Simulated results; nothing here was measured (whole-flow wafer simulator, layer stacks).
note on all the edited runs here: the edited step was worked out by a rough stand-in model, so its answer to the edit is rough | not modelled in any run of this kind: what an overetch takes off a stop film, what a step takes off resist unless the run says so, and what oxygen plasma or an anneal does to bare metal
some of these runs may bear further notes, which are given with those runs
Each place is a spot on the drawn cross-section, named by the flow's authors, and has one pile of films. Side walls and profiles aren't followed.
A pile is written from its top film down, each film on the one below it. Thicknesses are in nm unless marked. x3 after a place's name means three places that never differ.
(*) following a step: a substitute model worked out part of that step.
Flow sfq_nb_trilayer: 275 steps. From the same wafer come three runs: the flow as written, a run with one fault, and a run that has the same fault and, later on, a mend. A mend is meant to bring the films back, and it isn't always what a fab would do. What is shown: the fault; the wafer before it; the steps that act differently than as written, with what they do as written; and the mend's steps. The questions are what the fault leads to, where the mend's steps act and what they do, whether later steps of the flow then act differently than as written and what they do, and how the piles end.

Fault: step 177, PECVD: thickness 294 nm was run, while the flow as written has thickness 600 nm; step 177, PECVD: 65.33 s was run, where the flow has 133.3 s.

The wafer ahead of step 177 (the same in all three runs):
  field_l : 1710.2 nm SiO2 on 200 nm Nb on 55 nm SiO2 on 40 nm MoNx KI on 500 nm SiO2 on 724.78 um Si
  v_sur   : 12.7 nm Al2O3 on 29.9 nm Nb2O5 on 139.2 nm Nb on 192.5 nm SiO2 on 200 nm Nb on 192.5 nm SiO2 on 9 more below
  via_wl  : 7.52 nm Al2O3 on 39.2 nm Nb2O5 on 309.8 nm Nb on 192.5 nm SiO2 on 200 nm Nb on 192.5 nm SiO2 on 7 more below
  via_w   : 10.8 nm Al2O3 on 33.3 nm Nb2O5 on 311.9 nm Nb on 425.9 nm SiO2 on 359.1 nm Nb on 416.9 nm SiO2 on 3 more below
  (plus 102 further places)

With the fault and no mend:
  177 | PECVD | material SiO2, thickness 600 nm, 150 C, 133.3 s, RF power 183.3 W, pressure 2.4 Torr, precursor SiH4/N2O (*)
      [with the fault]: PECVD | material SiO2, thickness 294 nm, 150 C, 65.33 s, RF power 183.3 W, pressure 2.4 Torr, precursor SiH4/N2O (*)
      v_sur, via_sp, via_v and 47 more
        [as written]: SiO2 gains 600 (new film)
        [with the fault]: SiO2 gains 294 (new film)
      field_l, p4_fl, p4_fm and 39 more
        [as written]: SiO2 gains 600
        [with the fault]: SiO2 gains 294
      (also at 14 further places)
  Later steps of the flow acting differently than as written (7 other steps are not shown; they differ only slightly, by no more than 2% or 0.5 nm, whichever is larger):
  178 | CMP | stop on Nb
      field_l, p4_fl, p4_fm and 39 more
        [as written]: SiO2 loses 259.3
        [with the fault]: nothing
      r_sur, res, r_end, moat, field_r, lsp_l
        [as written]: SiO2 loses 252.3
        [with the fault]: nothing
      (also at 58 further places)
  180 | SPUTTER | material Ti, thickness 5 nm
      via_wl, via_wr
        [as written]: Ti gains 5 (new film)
        [with the fault]: Ti gains 4.06 (new film)
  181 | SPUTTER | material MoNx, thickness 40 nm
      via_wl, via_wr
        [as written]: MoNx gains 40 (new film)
        [with the fault]: MoNx gains 33 (new film)
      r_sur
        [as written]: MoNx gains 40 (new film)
        [with the fault]: MoNx gains 38.2 (new film)
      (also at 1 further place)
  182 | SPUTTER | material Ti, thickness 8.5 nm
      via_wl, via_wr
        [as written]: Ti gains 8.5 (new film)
        [with the fault]: Ti gains 6.79 (new film)
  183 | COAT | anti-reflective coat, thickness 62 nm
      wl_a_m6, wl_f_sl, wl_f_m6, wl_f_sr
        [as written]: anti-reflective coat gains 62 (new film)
        [with the fault]: anti-reflective coat gains 63.4 (new film)
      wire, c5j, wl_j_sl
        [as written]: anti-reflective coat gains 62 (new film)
        [with the fault]: anti-reflective coat gains 59 (new film)
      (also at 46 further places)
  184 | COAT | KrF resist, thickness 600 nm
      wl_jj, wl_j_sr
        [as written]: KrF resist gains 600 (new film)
        [with the fault]: KrF resist gains 583.5 (new film)
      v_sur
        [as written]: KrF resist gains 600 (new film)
        [with the fault]: KrF resist gains 577.2 (new film)
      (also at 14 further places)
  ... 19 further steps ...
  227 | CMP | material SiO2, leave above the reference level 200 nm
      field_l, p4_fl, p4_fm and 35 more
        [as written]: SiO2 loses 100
        [with the fault]: SiO2 loses 53.3
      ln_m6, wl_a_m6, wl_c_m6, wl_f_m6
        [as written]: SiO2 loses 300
        [with the fault]: SiO2 loses 253.3
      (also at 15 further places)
  The piles end different from the flow's at via_wl, via_w, via_wr and 7 more by more than 2% or 0.5 nm, whichever is larger.
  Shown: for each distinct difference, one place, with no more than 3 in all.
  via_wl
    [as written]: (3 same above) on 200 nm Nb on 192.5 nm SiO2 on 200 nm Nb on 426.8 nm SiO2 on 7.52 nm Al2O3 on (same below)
    [with the fault]: (3 same above) on 200 nm Nb on 286.2 nm SiO2 on 192.7 nm Nb on 340.4 nm SiO2 on 7.52 nm Al2O3 on (same below)
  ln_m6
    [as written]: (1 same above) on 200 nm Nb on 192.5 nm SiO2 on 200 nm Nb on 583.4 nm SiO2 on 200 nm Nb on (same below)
    [with the fault]: (1 same above) on 200 nm Nb on 239.2 nm SiO2 on 200 nm Nb on 536.7 nm SiO2 on 200 nm Nb on (same below)
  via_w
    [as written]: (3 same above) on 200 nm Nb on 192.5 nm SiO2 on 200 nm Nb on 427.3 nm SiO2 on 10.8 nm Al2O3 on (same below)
    [with the fault]: (3 same above) on 200 nm Nb on 286.8 nm SiO2 on 192.6 nm Nb on 340.3 nm SiO2 on 10.8 nm Al2O3 on (same below)

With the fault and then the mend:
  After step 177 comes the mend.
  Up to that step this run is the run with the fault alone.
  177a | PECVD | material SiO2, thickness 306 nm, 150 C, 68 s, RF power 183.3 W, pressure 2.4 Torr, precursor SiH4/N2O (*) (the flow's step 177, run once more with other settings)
      field_l, v_sur, via_sp and 94 more
        SiO2 gains 306
      r_sur, res, r_end, moat, field_r, lsp_l
        SiO2 gains 302.6
      via_wl, via_w, via_wr
        SiO2 gains 291.7
  Later steps of the flow acting differently than as written:
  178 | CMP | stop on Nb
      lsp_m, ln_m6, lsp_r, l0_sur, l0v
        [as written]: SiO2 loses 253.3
        [with the mend]: SiO2 loses 259.3
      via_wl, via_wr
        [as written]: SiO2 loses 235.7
        [with the mend]: SiO2 loses 206.3
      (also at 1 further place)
  The piles end the same as the flow's at every place that both follow.
